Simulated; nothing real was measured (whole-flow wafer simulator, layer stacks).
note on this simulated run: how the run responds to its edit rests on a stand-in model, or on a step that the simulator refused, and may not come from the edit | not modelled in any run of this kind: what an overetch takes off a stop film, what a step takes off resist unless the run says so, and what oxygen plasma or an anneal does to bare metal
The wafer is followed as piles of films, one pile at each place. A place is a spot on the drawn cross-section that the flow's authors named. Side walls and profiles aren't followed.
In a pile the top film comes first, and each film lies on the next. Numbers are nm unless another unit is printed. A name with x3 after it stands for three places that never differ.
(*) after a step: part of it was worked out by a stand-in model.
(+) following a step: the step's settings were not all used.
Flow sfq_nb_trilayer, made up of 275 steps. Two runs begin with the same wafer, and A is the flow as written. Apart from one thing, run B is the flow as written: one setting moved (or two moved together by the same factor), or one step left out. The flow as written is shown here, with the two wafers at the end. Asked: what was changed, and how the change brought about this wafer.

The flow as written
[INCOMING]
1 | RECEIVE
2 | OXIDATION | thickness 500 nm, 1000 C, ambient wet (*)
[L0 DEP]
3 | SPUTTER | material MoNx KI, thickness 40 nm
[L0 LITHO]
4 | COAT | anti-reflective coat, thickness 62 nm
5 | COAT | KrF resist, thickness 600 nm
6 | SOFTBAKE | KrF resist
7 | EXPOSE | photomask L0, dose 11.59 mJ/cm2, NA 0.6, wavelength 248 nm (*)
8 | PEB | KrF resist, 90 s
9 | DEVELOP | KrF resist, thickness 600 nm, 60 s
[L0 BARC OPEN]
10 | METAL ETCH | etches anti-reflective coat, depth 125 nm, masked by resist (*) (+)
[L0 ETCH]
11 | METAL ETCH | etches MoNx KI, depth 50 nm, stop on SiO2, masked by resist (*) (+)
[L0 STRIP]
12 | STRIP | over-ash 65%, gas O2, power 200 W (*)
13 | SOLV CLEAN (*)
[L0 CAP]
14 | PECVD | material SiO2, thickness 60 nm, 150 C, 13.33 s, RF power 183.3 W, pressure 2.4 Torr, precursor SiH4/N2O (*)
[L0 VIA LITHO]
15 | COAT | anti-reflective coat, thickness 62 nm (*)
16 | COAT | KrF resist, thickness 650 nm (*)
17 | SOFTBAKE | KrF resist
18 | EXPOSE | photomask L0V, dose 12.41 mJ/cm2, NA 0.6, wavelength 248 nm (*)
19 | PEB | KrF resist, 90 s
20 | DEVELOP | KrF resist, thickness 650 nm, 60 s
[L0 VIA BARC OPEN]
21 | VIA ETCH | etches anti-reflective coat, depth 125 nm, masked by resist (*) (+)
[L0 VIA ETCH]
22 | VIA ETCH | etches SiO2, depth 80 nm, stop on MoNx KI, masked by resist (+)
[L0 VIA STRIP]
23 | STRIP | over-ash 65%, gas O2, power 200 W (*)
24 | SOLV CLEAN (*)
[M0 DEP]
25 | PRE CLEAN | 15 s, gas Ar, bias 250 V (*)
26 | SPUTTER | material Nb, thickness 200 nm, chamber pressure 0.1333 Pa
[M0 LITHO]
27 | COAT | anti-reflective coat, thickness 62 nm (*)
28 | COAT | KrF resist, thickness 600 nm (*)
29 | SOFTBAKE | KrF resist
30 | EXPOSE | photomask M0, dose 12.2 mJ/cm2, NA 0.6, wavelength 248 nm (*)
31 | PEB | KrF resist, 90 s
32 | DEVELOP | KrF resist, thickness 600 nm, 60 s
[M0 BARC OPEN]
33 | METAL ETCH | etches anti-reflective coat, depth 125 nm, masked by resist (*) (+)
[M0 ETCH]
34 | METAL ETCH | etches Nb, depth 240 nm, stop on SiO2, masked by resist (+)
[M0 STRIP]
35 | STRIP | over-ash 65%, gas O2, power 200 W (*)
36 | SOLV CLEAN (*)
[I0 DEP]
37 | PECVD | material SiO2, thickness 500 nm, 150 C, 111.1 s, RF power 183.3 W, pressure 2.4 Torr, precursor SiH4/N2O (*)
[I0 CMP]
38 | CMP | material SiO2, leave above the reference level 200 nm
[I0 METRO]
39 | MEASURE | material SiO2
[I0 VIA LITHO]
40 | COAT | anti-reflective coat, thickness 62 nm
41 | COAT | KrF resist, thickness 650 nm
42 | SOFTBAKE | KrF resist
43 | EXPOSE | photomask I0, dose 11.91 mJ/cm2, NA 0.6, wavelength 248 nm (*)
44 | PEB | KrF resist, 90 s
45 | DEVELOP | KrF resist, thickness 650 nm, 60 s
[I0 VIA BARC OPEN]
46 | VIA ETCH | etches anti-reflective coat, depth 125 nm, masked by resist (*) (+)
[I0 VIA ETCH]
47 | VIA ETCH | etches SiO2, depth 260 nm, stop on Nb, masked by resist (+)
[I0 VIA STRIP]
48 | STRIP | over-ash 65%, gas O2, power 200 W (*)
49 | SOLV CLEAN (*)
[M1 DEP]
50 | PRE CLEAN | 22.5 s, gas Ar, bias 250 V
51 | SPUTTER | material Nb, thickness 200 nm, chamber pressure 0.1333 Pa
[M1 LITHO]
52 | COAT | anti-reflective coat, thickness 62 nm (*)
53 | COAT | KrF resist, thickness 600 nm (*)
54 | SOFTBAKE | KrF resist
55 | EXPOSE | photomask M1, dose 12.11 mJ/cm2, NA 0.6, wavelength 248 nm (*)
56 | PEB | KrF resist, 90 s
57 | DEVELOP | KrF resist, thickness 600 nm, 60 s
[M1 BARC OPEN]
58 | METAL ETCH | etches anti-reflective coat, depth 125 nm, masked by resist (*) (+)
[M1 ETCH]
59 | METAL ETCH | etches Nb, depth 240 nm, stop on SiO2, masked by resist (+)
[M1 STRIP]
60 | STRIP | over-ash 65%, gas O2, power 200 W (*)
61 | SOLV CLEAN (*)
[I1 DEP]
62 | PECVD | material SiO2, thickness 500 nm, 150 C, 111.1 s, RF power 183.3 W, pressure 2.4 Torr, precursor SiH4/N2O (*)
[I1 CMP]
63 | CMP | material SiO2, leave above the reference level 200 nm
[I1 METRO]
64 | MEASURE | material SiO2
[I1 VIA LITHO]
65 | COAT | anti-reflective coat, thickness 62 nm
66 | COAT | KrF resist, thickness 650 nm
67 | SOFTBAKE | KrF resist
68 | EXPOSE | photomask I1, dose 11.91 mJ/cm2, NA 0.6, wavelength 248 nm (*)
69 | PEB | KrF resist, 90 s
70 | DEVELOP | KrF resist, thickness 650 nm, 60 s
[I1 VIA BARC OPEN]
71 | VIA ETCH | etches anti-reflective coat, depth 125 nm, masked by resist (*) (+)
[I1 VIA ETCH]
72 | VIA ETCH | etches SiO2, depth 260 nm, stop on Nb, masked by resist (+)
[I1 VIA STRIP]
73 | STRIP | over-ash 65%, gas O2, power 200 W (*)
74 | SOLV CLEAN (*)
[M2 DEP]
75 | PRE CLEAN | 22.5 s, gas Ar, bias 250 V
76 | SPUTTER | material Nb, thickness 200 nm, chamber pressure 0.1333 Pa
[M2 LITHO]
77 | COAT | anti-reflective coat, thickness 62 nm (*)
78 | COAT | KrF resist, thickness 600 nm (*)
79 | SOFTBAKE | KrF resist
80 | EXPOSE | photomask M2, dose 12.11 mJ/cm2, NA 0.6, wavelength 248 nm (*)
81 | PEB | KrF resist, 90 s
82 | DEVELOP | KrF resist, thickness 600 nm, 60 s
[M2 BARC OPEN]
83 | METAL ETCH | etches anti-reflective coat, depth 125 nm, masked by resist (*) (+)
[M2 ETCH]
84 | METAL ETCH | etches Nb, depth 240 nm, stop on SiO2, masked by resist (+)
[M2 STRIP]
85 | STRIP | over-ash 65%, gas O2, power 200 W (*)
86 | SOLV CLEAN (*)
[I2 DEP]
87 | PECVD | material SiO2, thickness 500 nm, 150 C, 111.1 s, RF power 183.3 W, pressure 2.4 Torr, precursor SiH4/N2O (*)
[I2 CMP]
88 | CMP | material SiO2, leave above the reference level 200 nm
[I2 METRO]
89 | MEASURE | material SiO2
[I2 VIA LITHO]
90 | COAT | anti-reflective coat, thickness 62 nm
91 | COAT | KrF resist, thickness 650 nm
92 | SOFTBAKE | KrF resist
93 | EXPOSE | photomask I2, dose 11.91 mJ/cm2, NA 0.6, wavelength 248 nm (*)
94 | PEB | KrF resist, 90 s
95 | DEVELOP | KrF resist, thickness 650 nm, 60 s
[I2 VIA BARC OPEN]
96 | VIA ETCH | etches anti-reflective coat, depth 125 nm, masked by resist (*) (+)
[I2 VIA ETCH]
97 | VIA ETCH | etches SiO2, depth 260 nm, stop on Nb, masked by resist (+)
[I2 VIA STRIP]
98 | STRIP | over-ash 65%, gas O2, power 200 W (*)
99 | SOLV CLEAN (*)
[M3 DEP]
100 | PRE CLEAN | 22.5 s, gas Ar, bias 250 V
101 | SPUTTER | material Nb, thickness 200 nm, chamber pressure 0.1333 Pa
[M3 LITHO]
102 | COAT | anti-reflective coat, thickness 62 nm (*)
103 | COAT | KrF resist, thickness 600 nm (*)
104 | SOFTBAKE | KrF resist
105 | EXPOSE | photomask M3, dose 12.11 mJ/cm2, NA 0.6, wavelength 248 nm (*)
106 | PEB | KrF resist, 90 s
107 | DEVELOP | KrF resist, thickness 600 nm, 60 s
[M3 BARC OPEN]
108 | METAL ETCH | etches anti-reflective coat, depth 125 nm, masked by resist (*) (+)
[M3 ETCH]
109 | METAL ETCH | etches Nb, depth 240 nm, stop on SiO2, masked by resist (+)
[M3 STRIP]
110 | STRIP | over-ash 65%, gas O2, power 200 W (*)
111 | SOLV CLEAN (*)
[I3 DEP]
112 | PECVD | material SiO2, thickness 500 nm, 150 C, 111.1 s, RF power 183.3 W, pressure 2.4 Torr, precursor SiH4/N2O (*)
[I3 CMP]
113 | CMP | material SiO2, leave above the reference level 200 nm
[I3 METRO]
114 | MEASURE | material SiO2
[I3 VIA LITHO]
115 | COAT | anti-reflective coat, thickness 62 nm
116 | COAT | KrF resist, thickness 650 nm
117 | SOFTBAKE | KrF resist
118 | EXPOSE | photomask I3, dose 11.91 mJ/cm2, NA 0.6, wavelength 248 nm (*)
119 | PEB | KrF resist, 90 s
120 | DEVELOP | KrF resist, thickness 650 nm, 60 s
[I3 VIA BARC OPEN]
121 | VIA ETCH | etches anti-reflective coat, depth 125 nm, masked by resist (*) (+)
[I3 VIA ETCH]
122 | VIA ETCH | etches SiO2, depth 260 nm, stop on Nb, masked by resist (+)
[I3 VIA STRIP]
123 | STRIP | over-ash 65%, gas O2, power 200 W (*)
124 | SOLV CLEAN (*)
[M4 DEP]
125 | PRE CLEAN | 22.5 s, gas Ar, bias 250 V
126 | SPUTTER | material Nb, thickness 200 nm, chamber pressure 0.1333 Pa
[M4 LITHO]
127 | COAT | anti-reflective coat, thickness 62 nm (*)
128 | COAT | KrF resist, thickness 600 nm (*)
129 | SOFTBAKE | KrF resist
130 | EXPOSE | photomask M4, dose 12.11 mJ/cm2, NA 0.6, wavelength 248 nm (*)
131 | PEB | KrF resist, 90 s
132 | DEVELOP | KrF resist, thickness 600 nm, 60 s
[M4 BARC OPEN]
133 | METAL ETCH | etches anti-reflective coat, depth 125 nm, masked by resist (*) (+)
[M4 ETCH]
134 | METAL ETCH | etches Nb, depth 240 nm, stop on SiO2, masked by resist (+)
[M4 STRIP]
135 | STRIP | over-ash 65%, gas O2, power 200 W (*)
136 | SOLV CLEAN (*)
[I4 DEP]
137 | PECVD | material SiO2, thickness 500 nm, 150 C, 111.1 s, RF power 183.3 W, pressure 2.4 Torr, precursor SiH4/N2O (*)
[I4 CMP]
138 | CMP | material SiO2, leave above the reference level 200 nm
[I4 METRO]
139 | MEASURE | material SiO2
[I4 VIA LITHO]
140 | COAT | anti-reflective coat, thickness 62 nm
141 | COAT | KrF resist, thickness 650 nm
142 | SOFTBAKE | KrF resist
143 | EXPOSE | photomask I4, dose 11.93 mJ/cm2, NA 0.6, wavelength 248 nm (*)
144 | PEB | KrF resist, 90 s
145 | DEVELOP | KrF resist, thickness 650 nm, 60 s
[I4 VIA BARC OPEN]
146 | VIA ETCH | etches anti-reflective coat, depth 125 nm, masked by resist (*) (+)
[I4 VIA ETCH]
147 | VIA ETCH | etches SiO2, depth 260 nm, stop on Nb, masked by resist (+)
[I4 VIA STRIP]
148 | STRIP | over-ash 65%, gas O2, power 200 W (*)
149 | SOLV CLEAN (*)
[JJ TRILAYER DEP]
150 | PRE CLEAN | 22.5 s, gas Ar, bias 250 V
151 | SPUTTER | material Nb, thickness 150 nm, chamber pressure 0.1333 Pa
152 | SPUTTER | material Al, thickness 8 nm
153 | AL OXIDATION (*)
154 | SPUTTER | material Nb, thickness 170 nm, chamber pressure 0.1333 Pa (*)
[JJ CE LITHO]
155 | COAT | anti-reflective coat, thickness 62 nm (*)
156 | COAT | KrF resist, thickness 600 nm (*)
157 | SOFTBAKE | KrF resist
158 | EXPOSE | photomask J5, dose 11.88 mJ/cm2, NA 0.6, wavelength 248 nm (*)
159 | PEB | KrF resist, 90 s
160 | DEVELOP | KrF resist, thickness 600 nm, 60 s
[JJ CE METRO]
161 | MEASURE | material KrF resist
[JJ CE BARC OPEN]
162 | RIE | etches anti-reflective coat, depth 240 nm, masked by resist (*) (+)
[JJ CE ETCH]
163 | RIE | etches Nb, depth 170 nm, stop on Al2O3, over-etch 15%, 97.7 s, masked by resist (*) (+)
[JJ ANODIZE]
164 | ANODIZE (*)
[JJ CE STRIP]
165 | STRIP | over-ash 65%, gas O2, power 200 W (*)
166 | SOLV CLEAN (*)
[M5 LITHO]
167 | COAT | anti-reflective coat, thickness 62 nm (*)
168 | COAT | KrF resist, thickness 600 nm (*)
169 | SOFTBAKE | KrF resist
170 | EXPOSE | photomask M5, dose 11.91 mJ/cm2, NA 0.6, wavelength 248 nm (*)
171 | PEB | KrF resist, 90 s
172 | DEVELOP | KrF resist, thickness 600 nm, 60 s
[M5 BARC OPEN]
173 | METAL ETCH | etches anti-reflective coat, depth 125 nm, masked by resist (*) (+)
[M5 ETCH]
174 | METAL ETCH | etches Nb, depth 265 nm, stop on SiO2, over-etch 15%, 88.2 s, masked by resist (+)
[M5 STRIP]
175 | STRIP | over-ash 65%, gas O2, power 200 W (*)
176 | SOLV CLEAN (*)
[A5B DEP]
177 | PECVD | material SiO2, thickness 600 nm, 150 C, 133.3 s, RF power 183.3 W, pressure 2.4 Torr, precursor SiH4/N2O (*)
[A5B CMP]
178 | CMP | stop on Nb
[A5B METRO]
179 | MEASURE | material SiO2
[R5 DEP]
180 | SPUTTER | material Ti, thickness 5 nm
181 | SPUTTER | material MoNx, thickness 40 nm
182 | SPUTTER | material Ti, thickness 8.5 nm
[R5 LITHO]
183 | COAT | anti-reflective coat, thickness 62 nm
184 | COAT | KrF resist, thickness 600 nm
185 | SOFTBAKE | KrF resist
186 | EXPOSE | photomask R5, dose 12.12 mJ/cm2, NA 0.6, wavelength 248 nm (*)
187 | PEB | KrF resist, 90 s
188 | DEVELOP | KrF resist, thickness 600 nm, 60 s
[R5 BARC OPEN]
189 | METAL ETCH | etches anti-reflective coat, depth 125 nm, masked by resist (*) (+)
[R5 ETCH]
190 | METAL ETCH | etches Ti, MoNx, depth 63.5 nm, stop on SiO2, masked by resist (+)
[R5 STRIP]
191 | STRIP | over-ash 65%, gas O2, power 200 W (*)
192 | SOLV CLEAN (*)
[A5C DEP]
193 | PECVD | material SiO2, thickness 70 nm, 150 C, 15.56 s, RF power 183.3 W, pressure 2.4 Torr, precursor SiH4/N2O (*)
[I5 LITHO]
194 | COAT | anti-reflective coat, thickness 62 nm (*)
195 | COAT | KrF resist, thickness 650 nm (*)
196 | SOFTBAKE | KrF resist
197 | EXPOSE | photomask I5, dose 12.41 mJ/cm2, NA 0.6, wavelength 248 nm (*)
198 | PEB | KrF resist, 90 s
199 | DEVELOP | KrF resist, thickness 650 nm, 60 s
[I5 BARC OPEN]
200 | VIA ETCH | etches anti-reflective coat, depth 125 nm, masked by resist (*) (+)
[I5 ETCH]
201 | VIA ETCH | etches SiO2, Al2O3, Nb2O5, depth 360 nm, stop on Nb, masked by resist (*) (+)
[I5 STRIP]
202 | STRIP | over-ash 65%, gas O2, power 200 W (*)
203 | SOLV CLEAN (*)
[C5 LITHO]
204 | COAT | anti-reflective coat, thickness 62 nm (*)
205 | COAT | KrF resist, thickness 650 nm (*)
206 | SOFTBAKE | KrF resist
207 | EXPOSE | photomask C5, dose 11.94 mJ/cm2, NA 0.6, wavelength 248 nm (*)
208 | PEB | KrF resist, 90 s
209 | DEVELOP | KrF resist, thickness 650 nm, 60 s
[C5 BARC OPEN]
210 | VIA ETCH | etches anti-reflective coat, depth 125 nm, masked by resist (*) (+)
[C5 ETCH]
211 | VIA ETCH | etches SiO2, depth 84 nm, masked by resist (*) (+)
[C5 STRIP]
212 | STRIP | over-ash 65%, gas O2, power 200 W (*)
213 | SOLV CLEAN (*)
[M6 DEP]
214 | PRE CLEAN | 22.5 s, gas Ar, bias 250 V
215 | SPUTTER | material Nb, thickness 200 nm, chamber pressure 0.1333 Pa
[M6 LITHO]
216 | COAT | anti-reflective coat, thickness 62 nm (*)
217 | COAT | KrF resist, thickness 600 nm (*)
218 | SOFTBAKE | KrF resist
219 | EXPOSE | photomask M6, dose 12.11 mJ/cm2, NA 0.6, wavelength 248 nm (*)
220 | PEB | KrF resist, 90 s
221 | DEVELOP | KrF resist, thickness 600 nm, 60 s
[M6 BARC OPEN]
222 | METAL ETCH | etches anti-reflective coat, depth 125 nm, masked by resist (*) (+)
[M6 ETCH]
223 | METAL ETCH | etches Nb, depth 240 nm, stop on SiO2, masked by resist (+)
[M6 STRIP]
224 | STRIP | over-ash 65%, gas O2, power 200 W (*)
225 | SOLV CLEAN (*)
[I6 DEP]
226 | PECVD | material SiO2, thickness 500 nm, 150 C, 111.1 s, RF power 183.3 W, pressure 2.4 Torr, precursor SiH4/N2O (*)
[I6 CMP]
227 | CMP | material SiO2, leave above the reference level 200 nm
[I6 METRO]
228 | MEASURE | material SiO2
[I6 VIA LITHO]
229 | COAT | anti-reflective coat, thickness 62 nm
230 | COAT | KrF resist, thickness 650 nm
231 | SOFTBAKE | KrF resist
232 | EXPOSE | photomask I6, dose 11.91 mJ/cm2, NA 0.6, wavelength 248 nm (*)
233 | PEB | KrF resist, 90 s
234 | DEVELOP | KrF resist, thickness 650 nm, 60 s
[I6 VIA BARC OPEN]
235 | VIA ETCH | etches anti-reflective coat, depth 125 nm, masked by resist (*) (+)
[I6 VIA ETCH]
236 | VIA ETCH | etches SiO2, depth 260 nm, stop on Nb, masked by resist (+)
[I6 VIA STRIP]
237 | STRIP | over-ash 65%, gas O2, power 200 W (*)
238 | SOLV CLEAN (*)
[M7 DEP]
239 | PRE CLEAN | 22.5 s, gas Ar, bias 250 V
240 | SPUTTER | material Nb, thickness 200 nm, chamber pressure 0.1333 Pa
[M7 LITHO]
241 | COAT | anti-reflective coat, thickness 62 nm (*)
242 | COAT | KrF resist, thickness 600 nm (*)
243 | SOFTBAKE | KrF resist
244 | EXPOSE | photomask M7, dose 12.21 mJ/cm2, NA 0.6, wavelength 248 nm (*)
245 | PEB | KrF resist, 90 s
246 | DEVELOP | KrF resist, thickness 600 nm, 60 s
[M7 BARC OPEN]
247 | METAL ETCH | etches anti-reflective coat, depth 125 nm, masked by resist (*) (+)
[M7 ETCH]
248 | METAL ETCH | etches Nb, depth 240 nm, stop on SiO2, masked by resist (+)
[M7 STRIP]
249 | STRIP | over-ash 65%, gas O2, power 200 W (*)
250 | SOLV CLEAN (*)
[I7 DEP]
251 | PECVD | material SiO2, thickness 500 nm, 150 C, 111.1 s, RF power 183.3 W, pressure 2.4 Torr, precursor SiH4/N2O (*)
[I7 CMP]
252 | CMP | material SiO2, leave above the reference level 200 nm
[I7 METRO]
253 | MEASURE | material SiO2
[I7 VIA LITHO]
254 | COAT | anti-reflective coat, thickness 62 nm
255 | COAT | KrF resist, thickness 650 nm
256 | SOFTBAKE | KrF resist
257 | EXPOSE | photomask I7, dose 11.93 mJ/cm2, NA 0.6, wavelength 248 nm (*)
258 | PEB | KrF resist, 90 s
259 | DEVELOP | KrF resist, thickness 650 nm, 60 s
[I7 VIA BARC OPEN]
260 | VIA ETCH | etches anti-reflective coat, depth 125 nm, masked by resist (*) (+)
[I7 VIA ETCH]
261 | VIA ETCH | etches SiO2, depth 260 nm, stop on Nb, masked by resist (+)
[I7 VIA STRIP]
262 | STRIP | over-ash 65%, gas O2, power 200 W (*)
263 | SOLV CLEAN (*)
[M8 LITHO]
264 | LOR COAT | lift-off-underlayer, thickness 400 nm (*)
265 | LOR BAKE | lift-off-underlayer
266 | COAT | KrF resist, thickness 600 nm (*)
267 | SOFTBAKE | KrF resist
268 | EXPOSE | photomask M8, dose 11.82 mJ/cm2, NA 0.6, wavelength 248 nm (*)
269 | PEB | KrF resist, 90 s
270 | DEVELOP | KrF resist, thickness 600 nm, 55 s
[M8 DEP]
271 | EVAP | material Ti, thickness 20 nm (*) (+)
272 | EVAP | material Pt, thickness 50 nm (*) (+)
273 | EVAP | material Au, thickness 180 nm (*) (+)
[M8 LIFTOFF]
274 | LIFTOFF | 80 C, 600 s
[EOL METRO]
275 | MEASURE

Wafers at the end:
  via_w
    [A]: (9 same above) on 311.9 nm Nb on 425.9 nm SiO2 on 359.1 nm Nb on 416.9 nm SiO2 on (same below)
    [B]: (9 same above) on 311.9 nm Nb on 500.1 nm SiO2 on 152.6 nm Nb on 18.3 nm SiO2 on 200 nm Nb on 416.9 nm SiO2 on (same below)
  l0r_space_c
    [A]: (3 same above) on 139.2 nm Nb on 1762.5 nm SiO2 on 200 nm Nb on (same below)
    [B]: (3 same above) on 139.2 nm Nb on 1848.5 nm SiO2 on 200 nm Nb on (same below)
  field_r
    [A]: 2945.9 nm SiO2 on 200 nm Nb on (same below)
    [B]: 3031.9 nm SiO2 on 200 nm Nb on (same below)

Cause: step 88, CMP: leave above the reference level 286 nm was run, though the flow has leave above the reference level 200 nm.

How this came from the change, step by step:
  88 | CMP | material SiO2, leave above the reference level 200 nm
      field_l, be, be_sur and 81 more: A SiO2 loses 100 | B SiO2 loses 14
      v_sur, via_wl, via_w and 18 more: A SiO2 loses 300 | B SiO2 loses 214
      (and at 1 other place as well)
  97 | VIA ETCH | etches SiO2, depth 260 nm, stop on Nb, masked by resist (+)
      via_w: A SiO2 loses 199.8 (all of it) | B SiO2 loses 260
  100 | PRE CLEAN | 22.5 s, gas Ar, bias 250 V
      via_w: A Nb loses 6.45 | B SiO2 loses 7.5
  101 | SPUTTER | material Nb, thickness 200 nm, chamber pressure 0.1333 Pa
      via_w: A Nb gains 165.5 | B Nb gains 152.6 (new film)
  102 | COAT | anti-reflective coat, thickness 62 nm (*)
      via_wl, via_wr: A anti-reflective coat gains 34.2 (new film) | B anti-reflective coat gains 23 (new film)
      v_sur: A anti-reflective coat gains 61.1 (new film) | B anti-reflective coat gains 55.7 (new film)
      (and at 2 other places as well)
  103 | COAT | KrF resist, thickness 600 nm (*)
      via_w: A KrF resist gains 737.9 (new film) | B KrF resist gains 794 (new film)
  110 | STRIP | over-ash 65%, gas O2, power 200 W (*)
      v_sur: A KrF resist loses 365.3 (all of it), anti-reflective coat loses 61.1 (all of it) | B KrF resist loses 362.3 (all of it), anti-reflective coat loses 55.7 (all of it)
      via_wl: A KrF resist loses 384.2 (all of it), anti-reflective coat loses 34.2 (all of it) | B KrF resist loses 383.9 (all of it), anti-reflective coat loses 23 (all of it)
      (and at 3 other places as well)
  112 | PECVD | material SiO2, thickness 500 nm, 150 C, 111.1 s, RF power 183.3 W, pressure 2.4 Torr, precursor SiH4/N2O (*)
      via_w: A SiO2 gains 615 (new film) | B SiO2 gains 664.6 (new film)
  113 | CMP | material SiO2, leave above the reference level 200 nm
      via_w: A SiO2 loses 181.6 | B SiO2 loses 157.1
If metal films that touch count as one body, via_w has 6 bodies (between them, from the top down: SiO2 192.5; SiO2 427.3 / Al2O3 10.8 / Nb2O5 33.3; SiO2 500.1; SiO2 18.3; SiO2 416.9); the flow as written gives 5 bodies (between them, from the top down: SiO2 192.5; SiO2 427.3 / Al2O3 10.8 / Nb2O5 33.3; SiO2 425.9; SiO2 416.9).
